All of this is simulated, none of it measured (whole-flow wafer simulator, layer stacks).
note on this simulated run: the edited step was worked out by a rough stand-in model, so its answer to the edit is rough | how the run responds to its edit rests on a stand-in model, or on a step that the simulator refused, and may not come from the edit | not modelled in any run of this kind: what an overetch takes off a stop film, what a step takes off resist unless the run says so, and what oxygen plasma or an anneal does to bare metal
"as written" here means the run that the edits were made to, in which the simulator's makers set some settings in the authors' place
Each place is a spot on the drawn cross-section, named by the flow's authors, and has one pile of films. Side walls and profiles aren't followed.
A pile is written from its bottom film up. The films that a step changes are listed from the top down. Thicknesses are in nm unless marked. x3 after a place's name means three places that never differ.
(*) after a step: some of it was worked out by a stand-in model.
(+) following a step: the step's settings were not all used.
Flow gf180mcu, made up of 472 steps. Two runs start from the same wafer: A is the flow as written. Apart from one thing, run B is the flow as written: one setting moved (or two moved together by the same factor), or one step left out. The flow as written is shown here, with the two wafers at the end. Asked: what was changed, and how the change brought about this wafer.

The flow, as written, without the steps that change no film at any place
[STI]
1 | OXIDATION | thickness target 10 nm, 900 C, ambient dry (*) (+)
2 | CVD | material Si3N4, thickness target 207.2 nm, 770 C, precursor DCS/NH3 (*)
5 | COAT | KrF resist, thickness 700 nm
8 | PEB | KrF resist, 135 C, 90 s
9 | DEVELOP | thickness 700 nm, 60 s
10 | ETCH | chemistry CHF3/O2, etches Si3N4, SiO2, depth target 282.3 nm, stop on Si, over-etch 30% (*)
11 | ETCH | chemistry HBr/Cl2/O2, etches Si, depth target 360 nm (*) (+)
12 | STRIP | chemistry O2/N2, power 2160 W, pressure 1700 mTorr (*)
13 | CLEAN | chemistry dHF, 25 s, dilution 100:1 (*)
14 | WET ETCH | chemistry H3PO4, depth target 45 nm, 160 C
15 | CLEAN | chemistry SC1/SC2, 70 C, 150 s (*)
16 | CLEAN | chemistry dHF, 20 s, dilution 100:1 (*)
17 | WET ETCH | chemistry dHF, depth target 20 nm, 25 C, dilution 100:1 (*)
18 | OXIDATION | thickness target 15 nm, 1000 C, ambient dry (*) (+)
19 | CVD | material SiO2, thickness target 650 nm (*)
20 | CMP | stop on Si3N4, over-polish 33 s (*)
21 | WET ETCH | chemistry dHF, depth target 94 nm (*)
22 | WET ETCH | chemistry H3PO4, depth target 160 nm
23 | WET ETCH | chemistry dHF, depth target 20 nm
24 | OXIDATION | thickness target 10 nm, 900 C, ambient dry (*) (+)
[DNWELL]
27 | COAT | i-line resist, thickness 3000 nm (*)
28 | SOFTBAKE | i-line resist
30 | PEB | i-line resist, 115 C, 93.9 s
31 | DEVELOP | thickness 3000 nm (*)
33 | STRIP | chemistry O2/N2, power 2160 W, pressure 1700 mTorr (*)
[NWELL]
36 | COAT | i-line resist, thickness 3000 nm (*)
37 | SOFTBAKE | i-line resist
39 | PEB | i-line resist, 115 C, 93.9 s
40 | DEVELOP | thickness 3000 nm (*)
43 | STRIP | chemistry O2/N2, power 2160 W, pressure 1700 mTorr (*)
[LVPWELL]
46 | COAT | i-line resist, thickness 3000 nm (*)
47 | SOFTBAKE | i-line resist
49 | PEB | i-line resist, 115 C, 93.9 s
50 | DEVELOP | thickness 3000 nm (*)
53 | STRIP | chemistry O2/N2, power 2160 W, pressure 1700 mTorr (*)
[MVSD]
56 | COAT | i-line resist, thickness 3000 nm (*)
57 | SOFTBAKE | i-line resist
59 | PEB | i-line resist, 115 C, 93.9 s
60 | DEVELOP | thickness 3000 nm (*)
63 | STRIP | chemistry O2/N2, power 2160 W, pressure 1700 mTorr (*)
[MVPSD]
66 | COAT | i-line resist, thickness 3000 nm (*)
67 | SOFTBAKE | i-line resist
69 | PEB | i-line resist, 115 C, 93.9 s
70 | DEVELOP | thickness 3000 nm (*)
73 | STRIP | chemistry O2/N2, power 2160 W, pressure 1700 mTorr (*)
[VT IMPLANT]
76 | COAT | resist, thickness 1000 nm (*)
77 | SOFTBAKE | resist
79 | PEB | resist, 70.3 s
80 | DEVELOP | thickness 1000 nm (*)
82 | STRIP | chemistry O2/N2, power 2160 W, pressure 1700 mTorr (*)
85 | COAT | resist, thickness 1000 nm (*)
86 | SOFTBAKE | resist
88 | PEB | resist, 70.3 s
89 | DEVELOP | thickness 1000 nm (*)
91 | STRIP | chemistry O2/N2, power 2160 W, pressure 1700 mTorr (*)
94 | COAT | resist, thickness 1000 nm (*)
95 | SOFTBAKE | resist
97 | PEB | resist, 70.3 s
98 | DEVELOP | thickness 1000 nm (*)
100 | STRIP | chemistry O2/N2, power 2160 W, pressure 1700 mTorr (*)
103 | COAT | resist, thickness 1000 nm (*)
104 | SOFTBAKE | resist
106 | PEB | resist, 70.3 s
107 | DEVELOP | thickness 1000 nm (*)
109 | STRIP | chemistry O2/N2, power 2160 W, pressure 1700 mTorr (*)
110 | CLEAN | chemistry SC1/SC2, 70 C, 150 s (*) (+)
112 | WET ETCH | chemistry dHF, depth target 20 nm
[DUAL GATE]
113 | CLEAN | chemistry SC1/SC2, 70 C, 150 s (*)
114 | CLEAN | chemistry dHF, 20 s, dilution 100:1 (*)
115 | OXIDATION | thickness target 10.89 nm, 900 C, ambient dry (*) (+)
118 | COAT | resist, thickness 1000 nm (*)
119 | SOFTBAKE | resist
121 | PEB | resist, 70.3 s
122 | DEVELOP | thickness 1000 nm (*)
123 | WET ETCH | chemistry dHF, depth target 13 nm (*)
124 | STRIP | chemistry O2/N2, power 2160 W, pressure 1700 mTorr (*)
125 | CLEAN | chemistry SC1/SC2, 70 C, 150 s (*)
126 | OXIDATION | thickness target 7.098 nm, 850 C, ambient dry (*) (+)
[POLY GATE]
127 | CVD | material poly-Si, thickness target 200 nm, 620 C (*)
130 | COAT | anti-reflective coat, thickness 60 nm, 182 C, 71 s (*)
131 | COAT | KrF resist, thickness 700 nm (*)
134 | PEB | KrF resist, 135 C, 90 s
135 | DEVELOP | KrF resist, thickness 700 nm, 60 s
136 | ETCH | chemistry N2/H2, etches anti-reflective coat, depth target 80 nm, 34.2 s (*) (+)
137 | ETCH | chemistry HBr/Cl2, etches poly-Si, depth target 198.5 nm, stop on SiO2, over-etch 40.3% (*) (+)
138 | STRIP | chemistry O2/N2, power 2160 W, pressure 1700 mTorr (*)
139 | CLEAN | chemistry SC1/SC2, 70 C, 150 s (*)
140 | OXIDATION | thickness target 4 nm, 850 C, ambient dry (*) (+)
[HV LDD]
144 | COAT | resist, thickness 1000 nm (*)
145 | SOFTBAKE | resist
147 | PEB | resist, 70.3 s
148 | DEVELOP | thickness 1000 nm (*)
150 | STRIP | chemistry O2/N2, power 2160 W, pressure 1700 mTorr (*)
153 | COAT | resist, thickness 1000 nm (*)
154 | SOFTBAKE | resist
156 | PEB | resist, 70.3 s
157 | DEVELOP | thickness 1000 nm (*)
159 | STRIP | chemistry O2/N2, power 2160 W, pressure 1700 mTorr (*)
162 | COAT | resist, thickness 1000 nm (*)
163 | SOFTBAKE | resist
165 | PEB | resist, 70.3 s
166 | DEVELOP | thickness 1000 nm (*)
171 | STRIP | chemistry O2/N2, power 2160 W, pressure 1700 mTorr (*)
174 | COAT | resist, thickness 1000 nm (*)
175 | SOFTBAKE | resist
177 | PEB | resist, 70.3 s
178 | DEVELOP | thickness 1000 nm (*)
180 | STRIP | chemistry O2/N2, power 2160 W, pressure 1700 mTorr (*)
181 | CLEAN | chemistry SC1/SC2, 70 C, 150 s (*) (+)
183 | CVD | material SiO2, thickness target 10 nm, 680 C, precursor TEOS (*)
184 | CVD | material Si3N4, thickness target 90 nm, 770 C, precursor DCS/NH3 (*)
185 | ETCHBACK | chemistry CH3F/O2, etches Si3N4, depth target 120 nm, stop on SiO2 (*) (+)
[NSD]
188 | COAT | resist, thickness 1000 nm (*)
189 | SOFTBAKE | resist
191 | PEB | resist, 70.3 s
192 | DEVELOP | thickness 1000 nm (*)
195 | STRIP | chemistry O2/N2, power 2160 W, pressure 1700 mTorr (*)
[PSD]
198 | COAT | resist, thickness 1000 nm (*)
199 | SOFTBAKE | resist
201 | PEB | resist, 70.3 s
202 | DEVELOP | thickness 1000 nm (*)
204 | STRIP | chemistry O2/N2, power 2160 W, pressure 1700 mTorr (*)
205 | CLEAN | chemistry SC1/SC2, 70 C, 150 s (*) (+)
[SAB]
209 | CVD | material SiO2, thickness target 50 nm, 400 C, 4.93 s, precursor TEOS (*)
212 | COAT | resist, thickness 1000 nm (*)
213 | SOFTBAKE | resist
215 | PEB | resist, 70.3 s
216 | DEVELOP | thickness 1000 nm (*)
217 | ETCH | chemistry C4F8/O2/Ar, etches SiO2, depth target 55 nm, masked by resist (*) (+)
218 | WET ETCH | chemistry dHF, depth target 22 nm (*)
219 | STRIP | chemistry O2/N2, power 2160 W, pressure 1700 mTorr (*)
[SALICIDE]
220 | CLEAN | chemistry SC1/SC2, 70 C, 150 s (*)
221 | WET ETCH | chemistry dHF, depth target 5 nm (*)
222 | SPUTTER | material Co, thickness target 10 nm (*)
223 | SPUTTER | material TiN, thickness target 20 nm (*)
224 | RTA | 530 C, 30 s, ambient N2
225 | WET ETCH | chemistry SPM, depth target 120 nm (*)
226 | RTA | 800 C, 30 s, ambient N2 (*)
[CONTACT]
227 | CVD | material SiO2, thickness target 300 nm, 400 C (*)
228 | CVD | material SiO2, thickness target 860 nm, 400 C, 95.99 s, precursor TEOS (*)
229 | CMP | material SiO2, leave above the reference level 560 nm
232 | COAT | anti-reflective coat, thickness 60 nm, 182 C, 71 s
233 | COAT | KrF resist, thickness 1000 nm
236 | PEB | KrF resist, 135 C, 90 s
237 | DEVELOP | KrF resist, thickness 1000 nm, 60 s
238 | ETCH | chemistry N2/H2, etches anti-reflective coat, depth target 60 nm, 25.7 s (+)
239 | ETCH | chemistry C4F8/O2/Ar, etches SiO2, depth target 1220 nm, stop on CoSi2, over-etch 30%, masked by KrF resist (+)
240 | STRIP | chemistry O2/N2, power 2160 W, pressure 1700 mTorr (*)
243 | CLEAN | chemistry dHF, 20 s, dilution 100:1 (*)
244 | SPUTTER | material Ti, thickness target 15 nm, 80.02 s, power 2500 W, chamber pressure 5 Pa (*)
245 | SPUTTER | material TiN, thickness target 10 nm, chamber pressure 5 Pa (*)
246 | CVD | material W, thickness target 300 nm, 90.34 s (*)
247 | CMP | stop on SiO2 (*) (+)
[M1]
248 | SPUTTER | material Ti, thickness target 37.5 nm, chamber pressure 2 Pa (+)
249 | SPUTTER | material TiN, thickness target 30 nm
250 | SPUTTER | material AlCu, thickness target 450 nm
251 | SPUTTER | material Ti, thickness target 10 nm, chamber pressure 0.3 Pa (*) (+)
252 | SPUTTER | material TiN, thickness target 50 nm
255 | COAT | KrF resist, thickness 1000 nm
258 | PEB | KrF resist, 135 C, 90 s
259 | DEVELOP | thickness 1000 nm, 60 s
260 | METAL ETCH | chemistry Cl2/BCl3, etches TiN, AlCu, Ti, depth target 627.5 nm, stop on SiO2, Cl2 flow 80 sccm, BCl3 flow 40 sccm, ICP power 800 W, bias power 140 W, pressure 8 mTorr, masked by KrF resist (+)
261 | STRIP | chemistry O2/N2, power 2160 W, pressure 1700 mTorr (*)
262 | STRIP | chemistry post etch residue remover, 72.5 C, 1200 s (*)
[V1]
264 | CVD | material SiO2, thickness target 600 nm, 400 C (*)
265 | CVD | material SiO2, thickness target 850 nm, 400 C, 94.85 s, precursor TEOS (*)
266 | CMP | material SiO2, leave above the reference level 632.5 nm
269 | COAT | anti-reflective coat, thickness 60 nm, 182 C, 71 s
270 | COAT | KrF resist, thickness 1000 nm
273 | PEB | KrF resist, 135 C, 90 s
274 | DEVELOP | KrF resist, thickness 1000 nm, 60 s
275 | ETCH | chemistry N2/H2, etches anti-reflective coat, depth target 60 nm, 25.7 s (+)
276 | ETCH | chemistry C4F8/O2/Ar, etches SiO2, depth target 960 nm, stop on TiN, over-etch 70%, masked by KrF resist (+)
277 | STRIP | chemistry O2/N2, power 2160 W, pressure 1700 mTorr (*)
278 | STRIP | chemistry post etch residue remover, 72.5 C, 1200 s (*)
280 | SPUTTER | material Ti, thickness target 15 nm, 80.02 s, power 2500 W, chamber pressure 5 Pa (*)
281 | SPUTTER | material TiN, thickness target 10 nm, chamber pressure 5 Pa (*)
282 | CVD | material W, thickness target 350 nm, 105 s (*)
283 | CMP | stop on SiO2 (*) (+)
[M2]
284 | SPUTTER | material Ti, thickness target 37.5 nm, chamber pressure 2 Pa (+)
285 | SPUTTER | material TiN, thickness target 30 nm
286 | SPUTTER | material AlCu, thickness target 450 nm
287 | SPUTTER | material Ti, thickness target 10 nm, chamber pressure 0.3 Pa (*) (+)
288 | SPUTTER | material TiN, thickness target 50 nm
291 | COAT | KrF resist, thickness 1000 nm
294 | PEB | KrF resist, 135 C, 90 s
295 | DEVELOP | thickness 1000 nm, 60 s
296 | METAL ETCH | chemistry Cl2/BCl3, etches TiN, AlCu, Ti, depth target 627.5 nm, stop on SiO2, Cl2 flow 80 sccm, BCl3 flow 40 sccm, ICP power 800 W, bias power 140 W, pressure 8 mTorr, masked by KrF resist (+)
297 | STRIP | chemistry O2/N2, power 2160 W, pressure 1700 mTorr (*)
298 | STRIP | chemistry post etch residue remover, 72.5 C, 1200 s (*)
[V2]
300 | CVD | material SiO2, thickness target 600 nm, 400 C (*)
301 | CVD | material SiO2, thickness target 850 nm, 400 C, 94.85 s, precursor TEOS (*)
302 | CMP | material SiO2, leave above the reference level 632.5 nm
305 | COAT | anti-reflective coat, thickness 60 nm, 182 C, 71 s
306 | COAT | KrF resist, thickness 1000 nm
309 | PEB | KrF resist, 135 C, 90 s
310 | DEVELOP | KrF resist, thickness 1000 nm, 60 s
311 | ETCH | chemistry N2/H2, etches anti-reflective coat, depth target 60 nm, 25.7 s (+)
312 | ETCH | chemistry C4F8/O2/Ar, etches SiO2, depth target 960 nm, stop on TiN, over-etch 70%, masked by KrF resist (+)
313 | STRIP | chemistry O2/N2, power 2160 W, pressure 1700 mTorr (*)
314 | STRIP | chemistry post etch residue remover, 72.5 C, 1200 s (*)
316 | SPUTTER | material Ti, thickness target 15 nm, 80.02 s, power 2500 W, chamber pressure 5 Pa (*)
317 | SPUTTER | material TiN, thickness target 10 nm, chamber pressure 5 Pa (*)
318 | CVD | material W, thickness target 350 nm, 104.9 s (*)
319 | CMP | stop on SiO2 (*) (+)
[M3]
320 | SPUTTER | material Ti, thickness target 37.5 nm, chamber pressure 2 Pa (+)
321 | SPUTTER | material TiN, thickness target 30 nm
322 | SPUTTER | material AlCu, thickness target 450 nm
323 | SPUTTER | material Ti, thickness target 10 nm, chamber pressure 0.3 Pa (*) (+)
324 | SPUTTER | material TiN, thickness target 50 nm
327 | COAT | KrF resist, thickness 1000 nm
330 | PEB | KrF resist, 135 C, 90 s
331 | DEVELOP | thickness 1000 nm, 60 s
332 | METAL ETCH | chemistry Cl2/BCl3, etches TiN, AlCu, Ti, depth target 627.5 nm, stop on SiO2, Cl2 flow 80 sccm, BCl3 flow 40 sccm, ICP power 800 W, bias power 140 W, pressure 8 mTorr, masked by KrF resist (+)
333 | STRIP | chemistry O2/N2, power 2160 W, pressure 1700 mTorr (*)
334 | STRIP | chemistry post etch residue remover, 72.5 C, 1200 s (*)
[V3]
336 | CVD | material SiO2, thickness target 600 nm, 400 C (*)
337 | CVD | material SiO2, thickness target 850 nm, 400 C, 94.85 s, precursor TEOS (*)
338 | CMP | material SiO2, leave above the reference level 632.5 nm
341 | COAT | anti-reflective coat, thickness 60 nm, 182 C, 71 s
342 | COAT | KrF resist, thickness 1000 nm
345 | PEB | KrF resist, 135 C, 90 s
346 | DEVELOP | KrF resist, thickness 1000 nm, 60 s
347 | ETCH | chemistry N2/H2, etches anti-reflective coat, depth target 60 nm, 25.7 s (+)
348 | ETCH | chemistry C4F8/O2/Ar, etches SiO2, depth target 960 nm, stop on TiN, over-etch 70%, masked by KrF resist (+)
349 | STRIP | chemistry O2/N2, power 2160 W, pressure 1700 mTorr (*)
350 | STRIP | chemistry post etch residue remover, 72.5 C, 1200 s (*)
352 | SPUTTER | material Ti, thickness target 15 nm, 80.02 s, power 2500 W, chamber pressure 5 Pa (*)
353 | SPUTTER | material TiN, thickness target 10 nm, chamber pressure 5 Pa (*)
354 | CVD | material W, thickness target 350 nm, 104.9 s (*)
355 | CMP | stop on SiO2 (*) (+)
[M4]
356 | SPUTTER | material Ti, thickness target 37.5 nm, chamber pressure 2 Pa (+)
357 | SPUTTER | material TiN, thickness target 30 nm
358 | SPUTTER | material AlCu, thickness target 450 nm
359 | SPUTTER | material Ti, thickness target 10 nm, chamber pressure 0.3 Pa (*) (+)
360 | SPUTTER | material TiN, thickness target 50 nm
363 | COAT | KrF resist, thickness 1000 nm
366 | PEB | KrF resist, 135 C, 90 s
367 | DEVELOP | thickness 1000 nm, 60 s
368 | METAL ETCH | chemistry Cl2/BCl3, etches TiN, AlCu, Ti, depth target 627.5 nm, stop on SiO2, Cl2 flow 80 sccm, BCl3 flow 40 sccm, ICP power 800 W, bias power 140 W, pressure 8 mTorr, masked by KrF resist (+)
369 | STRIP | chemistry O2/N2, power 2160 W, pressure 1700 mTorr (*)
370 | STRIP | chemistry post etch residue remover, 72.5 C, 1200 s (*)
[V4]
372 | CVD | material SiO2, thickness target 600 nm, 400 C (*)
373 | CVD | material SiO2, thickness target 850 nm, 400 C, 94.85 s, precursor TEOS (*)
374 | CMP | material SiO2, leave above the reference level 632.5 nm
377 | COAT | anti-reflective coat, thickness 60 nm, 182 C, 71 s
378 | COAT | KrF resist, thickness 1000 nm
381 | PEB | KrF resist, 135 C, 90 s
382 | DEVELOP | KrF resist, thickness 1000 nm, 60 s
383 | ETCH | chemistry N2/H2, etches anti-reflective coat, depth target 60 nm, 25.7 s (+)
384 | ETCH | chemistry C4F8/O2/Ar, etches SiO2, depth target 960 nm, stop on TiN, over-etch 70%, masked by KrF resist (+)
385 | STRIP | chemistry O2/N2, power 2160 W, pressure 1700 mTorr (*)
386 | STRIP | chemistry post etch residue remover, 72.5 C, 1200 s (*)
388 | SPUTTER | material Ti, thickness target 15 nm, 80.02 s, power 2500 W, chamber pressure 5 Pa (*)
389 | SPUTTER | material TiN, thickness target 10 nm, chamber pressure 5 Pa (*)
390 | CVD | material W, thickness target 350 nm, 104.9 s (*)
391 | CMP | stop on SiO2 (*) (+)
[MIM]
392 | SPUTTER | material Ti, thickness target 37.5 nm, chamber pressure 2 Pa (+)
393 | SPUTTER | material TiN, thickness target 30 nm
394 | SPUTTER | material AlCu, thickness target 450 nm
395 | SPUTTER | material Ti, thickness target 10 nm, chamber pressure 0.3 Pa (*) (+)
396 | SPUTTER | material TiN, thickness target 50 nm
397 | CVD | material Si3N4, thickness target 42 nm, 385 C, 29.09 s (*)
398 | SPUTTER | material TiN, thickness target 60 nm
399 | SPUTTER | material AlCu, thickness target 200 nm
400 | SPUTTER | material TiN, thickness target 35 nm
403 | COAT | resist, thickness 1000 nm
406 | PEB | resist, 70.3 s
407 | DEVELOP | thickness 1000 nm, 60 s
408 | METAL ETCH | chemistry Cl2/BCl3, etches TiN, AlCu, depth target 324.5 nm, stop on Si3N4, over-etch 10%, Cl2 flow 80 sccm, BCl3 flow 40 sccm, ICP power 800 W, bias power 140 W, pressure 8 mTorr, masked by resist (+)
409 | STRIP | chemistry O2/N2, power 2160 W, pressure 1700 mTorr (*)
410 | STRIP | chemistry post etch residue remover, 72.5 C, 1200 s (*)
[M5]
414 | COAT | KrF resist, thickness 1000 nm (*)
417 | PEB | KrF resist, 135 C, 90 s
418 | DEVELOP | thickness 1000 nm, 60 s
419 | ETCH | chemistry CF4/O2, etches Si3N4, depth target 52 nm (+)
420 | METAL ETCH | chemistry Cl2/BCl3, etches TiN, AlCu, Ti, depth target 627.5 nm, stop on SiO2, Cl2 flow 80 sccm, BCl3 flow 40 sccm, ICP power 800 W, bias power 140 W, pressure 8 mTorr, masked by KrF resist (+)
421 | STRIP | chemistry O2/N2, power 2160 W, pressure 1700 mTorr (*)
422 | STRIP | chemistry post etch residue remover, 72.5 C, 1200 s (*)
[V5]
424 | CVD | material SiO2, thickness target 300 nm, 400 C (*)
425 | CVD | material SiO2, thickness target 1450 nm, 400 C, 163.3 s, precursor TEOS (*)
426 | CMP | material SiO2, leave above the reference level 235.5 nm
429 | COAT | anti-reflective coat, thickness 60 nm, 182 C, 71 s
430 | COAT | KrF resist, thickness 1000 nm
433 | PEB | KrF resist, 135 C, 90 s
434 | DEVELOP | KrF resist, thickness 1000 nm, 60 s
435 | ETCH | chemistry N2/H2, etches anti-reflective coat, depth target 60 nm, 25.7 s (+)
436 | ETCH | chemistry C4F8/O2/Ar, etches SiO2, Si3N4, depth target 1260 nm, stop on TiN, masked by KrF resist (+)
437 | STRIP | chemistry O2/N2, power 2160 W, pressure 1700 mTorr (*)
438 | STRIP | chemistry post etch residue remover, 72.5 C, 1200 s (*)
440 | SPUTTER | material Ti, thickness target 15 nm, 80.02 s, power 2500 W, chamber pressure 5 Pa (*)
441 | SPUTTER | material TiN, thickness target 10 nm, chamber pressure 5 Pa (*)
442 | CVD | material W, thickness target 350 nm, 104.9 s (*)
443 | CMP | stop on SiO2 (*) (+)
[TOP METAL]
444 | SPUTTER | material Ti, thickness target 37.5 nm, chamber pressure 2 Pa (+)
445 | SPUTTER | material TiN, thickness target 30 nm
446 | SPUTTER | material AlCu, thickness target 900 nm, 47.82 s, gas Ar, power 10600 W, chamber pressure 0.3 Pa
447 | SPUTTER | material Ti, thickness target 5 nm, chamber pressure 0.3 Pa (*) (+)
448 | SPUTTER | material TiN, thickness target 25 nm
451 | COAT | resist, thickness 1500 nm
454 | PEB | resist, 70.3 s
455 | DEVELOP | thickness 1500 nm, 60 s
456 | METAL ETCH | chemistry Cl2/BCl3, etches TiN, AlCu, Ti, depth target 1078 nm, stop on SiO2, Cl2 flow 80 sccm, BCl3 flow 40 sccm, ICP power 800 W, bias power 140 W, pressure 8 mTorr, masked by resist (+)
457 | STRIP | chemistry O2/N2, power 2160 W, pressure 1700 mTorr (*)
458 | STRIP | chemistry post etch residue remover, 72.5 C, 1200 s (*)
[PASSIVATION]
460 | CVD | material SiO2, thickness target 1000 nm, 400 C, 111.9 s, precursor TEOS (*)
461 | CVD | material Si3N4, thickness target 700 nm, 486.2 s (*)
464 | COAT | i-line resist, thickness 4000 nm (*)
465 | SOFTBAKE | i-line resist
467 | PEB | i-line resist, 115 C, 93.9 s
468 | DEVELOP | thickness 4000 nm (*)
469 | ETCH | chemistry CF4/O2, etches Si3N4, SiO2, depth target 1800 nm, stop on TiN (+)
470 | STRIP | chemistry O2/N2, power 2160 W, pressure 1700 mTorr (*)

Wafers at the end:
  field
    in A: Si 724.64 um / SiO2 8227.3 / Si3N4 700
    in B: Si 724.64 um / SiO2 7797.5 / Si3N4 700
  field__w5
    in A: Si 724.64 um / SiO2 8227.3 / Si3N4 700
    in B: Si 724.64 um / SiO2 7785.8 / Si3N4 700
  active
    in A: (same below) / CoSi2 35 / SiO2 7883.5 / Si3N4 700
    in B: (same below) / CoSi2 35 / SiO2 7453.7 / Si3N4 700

What caused this: step 425, CVD: thickness target 710 nm was run, whereas the flow has thickness target 1450 nm; step 425, CVD: 80.01 s was run, where the flow has 163.3 s.

Step by step, how the change led to this:
  425 | CVD | material SiO2, thickness target 1450 nm, 400 C, 163.3 s, precursor TEOS (*)
      field, field__w1, field__w4 and 100 more: A +1450 SiO2 | B +719.9 SiO2
      field__w2, field__w3, field__w12 and 6 more: A +1421.8 SiO2 | B +706.5 SiO2
  426 | CMP | material SiO2, leave above the reference level 235.5 nm
      field, field__w1, field__w5 and 92 more: A -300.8 SiO2 | B nothing
      field__w2, field__w3, field__w12 and 6 more: A -272.7 SiO2 | B nothing
      (and at 8 other places as well)
  429 | COAT | anti-reflective coat, thickness 60 nm, 182 C, 71 s
      field_sub, field_sub__w2, field_sub__w3 and 8 more: A +60 anti-reflective coat (new film) | B +61.8 anti-reflective coat (new film)
      p_well, sti, spacer, sd_n, pad, dice_street, active_nat: A +60 anti-reflective coat (new film) | B +63 anti-reflective coat (new film)
      (and at 56 other places as well)
  430 | COAT | KrF resist, thickness 1000 nm
      field: A +1000 KrF resist (new film) | B +934.8 KrF resist (new film)
      field__w5: A +1000 KrF resist (new film) | B +1024 KrF resist (new film)
      (and at 28 other places as well)
  433 | PEB | KrF resist, 135 C, 90 s
      field__w7, gate_p: A -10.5 KrF resist | B -12.1 KrF resist
      ppoly_u, npoly_sal: A -10.5 KrF resist | B -12 KrF resist
      (and at 18 other places as well)
  434 | DEVELOP | KrF resist, thickness 1000 nm, 60 s
      contact: A -989.5 KrF resist (all of it) | B -731.6 KrF resist (all of it)
  435 | ETCH | chemistry N2/H2, etches anti-reflective coat, depth target 60 nm, 25.7 s (+)
      contact: A -60 anti-reflective coat (all of it), -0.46 SiO2 | B -9.27 anti-reflective coat (all of it), -1.76 SiO2
  437 | STRIP | chemistry O2/N2, power 2160 W, pressure 1700 mTorr (*)
      p_well, sti, spacer, sd_n, pad, dice_street: A -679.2 KrF resist (all of it), -60 anti-reflective coat (all of it) | B -679.9 KrF resist (all of it), -63 anti-reflective coat (all of it)
      field_sub__w3, ld_sd_p, ld_acc_p, ld_fp_p: A -679.2 KrF resist (all of it), -60 anti-reflective coat (all of it) | B -683.3 KrF resist (all of it), -61.8 anti-reflective coat (all of it)
      (and at 64 other places as well)
  440 | SPUTTER | material Ti, thickness target 15 nm, 80.02 s, power 2500 W, chamber pressure 5 Pa (*)
      field__w2: A +15 Ti (new film) | B +14.4 Ti (new film)
      contact: A +8.12 Ti (new film) | B +10.4 Ti (new film)
  441 | SPUTTER | material TiN, thickness target 10 nm, chamber pressure 5 Pa (*)
      contact: A +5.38 TiN (new film) | B +6.93 TiN (new film)
  442 | CVD | material W, thickness target 350 nm, 104.9 s (*)
      contact: A +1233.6 W (new film) | B +800.5 W (new film)
  443 | CMP | stop on SiO2 (*) (+)
      field__w3, field__w12, npoly_sal, ppoly_sal, nw_sep_fld, gate_hv5, gate_p_hv5, sti_nw: A -350 W (all of it), -10 TiN (all of it), -15 Ti (all of it), -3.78 SiO2 | B -350 W (all of it), -9.88 TiN (all of it), -5.73 Ti
      field__w2: A -350 W (all of it), -10 TiN (all of it), -15 Ti (all of it), -3.78 SiO2 | B -350.1 W (all of it), -9.59 TiN (all of it), -5.32 Ti
      (and at 102 other places as well)
  444 | SPUTTER | material Ti, thickness target 37.5 nm, chamber pressure 2 Pa (+)
      field__w2, field__w3, field__w12 and 6 more: A +37.5 Ti (new film) | B +36.9 Ti
  445 | SPUTTER | material TiN, thickness target 30 nm
      field__w2, field__w3, field__w12 and 6 more: A +30 TiN (new film) | B +28.9 TiN (new film)
  446 | SPUTTER | material AlCu, thickness target 900 nm, 47.82 s, gas Ar, power 10600 W, chamber pressure 0.3 Pa
      field__w2, field__w3, field__w12 and 6 more: A +900 AlCu (new film) | B +878.7 AlCu (new film)
  447 | SPUTTER | material Ti, thickness target 5 nm, chamber pressure 0.3 Pa (*) (+)
      field__w2: A +5 Ti (new film) | B +4.06 Ti (new film)
  ... 10 further steps ...
  470 | STRIP | chemistry O2/N2, power 2160 W, pressure 1700 mTorr (*)
      field__w8, m1__w1: A -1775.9 i-line resist (all of it) | B -1380.1 i-line resist (all of it)
      m1: A -1798.9 i-line resist (all of it) | B -1396.8 i-line resist (all of it)
      (and at 3 other places as well)
